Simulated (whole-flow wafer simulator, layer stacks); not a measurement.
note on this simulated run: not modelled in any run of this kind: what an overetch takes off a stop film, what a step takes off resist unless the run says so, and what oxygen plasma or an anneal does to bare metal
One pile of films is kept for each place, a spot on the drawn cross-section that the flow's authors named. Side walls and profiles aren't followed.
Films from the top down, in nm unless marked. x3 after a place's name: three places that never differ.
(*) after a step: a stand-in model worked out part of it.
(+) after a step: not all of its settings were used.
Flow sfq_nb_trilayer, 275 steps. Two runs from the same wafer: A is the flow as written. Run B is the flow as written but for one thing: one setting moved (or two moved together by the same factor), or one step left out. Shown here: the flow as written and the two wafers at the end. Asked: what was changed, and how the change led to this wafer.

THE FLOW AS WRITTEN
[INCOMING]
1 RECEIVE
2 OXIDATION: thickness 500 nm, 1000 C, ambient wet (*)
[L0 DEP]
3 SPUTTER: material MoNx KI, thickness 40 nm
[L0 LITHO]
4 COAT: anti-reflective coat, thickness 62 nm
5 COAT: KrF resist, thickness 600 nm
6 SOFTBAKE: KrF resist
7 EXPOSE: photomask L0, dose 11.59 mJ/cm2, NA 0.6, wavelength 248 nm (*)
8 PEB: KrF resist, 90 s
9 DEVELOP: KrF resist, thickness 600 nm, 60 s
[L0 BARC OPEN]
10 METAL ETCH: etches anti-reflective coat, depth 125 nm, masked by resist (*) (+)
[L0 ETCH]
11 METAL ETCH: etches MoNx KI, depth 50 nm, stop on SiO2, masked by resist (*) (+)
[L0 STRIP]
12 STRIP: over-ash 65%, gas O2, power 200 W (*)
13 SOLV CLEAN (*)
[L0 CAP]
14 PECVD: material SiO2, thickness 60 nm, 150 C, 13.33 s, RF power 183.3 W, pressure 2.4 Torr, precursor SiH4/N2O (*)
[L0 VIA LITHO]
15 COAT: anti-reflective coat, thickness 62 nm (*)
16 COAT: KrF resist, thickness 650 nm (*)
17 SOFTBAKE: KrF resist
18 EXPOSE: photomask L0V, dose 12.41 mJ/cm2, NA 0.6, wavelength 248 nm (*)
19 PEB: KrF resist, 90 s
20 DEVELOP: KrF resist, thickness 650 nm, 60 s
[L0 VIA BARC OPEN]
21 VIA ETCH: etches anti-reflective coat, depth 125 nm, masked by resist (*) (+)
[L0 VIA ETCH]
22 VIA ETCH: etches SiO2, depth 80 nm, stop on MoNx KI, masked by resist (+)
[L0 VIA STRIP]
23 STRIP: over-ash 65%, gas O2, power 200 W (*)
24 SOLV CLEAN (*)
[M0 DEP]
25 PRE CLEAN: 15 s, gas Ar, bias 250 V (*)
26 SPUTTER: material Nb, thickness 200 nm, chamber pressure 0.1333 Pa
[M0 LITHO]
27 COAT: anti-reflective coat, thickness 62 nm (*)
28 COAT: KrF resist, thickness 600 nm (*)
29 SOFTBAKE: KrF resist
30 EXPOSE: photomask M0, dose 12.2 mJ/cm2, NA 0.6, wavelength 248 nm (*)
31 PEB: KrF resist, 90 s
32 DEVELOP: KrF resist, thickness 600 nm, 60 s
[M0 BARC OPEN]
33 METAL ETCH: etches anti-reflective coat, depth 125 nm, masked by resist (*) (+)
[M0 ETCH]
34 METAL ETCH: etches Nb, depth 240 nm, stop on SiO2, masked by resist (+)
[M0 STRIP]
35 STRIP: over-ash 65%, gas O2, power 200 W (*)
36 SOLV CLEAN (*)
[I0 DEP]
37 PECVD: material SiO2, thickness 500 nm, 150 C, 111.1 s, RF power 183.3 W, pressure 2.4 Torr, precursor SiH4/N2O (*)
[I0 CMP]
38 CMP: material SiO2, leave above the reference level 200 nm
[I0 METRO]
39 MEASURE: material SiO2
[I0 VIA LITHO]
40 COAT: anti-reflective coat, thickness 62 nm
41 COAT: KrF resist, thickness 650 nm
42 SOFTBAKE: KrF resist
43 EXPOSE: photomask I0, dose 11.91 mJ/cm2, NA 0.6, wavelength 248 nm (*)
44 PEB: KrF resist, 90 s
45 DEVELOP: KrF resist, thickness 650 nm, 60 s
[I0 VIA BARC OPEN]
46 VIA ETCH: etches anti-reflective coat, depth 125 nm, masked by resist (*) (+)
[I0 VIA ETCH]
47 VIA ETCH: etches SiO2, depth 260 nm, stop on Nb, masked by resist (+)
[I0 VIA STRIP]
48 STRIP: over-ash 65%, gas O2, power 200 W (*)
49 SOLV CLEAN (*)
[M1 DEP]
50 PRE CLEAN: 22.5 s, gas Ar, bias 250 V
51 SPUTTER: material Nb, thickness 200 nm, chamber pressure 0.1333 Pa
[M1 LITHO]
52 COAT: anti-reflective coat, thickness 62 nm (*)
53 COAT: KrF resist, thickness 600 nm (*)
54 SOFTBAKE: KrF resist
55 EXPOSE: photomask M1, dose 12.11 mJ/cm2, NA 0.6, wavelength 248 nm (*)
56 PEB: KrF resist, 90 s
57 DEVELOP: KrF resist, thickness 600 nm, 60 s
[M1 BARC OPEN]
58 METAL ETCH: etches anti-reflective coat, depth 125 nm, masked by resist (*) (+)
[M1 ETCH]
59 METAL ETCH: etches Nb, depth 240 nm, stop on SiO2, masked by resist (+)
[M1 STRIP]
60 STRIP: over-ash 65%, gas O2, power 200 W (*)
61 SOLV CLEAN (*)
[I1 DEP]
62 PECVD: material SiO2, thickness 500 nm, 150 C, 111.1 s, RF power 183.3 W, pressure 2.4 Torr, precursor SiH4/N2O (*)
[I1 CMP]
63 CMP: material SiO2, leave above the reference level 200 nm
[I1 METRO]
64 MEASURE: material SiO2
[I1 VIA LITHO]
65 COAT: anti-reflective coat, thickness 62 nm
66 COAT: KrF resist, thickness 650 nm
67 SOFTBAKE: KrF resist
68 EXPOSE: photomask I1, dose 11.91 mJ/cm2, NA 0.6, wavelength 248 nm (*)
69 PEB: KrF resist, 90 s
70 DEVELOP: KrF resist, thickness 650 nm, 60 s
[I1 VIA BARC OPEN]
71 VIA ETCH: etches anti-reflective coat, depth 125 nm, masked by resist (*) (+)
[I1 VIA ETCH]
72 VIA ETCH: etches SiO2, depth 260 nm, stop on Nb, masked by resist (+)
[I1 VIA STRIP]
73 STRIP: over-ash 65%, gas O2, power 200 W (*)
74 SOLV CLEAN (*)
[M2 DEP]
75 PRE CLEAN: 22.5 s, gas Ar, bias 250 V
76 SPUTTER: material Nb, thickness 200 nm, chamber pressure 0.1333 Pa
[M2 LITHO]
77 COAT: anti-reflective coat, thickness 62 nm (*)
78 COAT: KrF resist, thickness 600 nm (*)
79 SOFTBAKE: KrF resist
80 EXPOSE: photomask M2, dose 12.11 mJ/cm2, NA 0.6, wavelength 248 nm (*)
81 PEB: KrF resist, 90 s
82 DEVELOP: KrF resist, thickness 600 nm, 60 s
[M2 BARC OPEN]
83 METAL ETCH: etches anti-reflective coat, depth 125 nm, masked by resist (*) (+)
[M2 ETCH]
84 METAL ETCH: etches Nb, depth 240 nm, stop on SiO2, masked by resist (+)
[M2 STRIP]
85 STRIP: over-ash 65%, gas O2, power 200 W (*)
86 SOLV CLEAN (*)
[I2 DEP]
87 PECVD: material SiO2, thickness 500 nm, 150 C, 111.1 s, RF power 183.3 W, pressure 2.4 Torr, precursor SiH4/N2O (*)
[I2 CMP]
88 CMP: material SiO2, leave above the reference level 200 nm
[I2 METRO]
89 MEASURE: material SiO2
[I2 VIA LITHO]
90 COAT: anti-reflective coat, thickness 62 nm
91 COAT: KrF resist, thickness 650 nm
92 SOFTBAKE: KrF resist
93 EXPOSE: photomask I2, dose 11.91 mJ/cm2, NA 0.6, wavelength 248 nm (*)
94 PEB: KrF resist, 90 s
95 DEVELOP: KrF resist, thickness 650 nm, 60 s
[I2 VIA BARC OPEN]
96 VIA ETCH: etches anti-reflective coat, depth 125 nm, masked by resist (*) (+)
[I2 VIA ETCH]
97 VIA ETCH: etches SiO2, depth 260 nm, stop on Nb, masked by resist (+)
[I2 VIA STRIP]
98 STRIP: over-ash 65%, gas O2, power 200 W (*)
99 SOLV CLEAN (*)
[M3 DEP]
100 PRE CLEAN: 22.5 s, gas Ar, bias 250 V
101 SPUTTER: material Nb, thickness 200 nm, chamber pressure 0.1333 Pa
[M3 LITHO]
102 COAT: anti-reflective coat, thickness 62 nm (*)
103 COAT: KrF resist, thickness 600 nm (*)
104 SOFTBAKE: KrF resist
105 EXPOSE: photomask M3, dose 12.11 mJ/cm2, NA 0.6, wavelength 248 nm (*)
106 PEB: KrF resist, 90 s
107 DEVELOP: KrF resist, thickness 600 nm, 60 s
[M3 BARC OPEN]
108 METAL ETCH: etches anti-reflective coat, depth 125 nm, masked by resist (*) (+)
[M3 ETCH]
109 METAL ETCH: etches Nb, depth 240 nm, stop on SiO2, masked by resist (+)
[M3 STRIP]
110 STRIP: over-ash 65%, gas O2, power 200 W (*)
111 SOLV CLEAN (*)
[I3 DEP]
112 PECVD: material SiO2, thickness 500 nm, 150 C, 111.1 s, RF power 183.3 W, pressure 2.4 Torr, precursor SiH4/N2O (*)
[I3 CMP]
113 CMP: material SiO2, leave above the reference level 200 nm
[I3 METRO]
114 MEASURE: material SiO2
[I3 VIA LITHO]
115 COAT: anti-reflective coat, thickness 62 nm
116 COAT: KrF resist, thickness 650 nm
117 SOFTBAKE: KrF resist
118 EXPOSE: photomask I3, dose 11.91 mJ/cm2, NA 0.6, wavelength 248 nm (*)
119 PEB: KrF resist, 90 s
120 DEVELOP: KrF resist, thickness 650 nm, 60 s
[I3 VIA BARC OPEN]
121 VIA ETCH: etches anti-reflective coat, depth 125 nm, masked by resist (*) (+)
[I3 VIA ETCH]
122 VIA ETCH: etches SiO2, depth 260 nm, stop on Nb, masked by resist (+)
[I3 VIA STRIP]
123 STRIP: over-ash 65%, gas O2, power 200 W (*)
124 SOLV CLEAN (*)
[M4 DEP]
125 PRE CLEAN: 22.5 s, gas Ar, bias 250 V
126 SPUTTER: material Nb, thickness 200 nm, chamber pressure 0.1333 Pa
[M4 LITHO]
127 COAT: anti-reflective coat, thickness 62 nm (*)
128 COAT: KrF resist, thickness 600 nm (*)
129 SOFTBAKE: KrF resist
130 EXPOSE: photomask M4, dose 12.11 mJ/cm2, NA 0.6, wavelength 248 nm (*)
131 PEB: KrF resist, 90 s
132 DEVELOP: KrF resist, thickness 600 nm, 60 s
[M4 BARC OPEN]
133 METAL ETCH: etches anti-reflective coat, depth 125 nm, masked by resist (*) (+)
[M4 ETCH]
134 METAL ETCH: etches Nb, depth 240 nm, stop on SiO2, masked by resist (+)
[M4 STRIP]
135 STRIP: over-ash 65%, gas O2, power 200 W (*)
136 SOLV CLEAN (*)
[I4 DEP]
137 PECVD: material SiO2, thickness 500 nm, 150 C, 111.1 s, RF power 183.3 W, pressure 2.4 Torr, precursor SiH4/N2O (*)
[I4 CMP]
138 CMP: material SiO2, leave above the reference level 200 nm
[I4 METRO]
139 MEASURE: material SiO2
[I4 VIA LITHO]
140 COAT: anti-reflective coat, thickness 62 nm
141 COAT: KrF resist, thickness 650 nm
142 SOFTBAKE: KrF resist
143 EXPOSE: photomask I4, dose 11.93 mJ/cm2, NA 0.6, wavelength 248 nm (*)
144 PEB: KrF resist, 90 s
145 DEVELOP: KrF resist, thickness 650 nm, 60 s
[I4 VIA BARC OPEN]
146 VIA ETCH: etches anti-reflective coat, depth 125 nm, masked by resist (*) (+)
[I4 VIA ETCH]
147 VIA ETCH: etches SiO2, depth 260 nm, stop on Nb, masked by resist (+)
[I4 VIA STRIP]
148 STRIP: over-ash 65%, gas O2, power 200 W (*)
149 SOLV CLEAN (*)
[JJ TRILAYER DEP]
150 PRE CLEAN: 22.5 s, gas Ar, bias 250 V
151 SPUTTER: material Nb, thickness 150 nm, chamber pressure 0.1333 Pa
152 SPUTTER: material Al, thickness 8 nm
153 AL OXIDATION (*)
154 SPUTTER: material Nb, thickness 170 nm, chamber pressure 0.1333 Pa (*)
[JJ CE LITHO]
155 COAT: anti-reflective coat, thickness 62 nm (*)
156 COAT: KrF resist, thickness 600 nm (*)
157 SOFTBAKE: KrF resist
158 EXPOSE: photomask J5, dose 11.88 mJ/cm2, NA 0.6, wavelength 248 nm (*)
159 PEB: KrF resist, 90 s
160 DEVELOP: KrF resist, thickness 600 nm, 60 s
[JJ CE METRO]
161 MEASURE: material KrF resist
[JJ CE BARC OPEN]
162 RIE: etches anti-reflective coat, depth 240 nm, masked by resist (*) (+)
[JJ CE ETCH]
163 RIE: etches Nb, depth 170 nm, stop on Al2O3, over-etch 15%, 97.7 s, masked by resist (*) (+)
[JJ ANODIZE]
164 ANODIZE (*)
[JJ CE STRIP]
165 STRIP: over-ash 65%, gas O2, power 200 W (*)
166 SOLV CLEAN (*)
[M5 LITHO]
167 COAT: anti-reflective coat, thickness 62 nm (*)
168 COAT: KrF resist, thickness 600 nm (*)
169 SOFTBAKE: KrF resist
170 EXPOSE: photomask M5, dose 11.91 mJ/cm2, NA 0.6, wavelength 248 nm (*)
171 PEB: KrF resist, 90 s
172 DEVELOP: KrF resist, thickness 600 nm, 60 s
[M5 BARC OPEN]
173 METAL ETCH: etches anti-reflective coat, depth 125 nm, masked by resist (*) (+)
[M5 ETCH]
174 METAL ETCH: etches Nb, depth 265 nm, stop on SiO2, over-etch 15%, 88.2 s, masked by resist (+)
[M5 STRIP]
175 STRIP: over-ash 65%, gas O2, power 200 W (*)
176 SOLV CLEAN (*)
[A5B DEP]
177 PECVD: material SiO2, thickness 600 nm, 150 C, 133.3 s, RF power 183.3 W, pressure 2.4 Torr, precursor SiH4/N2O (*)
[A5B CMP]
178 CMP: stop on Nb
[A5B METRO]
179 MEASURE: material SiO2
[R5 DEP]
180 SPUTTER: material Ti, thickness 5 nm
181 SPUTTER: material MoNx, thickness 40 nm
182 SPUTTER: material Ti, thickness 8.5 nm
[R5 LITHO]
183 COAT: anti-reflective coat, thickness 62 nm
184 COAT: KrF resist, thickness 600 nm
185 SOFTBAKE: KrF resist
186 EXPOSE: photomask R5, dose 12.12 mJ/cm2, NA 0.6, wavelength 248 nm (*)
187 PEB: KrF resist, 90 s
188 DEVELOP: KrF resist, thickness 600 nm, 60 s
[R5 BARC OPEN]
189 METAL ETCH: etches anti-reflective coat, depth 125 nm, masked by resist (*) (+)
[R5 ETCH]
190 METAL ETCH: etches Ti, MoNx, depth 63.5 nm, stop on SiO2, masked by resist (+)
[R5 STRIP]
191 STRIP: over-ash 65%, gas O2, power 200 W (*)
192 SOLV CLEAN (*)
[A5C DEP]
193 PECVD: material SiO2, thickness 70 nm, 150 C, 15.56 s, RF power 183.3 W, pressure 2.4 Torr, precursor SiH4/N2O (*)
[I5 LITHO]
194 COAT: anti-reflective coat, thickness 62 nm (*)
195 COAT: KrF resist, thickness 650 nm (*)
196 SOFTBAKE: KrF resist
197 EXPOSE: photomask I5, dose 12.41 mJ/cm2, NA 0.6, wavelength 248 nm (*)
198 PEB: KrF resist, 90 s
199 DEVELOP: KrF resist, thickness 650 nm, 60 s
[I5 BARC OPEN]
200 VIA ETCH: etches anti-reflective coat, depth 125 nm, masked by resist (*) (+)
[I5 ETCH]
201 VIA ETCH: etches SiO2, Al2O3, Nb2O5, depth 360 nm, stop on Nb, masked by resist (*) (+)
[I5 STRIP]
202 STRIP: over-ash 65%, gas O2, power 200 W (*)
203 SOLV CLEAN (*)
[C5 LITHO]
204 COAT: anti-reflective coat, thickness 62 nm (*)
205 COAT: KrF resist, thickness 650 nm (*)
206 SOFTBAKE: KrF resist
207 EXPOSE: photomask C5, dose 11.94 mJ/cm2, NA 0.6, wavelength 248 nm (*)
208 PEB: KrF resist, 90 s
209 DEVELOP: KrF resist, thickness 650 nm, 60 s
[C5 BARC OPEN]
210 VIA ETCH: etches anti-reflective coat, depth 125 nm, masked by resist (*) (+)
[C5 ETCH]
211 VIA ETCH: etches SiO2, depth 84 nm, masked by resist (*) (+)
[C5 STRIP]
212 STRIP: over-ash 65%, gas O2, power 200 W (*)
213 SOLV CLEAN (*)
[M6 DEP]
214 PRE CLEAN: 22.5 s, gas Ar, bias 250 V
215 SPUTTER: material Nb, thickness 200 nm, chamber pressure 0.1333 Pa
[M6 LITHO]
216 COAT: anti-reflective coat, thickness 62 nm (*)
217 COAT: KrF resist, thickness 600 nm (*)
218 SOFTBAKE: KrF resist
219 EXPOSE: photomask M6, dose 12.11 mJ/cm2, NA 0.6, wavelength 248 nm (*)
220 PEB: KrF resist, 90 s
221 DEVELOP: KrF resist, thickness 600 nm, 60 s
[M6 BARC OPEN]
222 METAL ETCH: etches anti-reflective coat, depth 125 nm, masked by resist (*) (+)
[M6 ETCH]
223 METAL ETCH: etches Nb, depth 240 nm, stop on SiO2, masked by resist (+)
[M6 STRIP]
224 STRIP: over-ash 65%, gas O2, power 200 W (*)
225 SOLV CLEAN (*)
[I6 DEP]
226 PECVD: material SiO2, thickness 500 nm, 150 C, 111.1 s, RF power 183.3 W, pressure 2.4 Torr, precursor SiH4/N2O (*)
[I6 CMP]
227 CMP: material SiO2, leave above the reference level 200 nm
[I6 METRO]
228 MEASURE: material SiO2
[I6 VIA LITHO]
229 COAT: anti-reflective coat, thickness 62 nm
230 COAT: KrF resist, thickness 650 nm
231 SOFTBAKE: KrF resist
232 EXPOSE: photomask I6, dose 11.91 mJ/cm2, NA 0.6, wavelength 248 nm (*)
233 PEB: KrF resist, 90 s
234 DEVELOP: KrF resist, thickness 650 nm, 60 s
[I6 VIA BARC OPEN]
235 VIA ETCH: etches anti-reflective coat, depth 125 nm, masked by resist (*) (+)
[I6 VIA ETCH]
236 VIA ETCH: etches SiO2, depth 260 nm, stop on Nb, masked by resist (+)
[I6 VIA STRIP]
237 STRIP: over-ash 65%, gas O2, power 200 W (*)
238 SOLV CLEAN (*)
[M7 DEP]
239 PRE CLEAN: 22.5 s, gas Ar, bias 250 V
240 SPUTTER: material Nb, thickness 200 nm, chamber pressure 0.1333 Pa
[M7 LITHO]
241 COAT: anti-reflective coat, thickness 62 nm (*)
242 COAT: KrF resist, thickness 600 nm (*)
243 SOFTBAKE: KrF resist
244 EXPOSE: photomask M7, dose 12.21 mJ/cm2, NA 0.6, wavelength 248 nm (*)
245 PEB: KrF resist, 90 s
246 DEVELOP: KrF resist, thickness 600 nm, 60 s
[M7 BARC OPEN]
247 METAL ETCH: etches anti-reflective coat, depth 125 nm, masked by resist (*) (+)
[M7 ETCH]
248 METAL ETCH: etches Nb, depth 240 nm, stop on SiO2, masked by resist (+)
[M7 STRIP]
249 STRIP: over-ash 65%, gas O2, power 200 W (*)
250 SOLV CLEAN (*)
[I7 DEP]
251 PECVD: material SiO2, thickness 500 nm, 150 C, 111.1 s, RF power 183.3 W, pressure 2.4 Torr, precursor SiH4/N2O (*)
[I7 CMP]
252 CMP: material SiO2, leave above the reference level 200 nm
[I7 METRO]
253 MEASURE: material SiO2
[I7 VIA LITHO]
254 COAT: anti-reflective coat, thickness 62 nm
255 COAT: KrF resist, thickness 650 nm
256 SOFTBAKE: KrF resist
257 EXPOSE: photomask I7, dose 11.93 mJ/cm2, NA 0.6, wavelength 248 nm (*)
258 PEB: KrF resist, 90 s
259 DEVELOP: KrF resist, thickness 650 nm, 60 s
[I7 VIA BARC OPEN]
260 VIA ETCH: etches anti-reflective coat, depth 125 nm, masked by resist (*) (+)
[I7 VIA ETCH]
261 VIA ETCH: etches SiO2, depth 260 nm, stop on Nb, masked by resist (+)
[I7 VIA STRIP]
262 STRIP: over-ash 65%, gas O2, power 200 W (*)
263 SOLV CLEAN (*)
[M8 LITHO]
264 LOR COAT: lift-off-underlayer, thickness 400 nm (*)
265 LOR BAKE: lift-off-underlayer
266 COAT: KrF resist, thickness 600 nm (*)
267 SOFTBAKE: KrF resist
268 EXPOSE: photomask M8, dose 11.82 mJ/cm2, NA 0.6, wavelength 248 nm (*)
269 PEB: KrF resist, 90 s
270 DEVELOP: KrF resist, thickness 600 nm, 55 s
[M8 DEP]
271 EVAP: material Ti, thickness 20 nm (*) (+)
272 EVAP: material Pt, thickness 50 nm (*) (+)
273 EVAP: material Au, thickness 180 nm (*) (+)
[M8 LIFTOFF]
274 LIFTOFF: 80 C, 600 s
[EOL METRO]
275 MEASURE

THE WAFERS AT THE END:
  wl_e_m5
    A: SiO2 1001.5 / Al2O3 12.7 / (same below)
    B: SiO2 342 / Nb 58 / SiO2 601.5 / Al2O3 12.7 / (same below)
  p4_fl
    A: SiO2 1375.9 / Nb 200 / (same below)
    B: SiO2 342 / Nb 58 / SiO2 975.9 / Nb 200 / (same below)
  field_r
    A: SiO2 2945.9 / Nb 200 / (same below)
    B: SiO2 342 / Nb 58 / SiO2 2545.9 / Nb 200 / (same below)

The cause: step 248, METAL ETCH: depth 142 nm was run, where the flow has depth 240 nm.

How the change led to this, step by step:
  248 METAL ETCH: etches Nb, depth 240 nm, stop on SiO2, masked by resist (+)
      field_l, field_r, lsp_l and 62 more: A Nb -200 (all of it) | B Nb -142
      v_sur, via_wl, via_w and 38 more: A KrF resist -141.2 | B KrF resist -83.5
  249 STRIP: over-ash 65%, gas O2, power 200 W (*)
      wl_j_sl, wl_jj, wl_j_sr and 14 more: A KrF resist -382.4 (all of it), anti-reflective coat -62 (all of it) | B KrF resist -440 (all of it), anti-reflective coat -62 (all of it)
      lsp_m, ln_m6, lsp_r: A KrF resist -381.9 (all of it), anti-reflective coat -61.8 (all of it) | B KrF resist -439.6 (all of it), anti-reflective coat -61.8 (all of it)
      (and at 21 more places)
  251 PECVD: material SiO2, thickness 500 nm, 150 C, 111.1 s, RF power 183.3 W, pressure 2.4 Torr, precursor SiH4/N2O (*)
      field_l, p4_fl, p4_fm and 56 more: A SiO2 +500 | B SiO2 +500 (new film)
      field_r, lsp_l: A SiO2 +477.7 | B SiO2 +484.1 (new film)
      (and at 4 more places)
  252 CMP: material SiO2, leave above the reference level 200 nm
      field_l, p4_fl, p4_fm and 56 more: A SiO2 -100 | B SiO2 -158
      field_r, lsp_l: A SiO2 -77.7 | B SiO2 -142.1
      (and at 2 more places)
Counting metal films that touch as one body, wl_e_m5 has 7 bodies (between them, from the top down: SiO2 601.5 / Al2O3 12.7 / Nb2O5 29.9; SiO2 192.5; SiO2 192.5; SiO2 192.5; SiO2 192.5; SiO2 192.5); the flow as written gives 6 bodies (between them, from the top down: SiO2 192.5; SiO2 192.5; SiO2 192.5; SiO2 192.5; SiO2 192.5).
Counting metal films that touch as one body, p4_fl has 3 bodies (between them, from the top down: SiO2 975.9; SiO2 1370); the flow as written gives 2 bodies (between them, from the top down: SiO2 1370).
Counting metal films that touch as one body, field_r has 2 bodies (between them, from the top down: SiO2 2545.9); the flow as written gives 1 body.
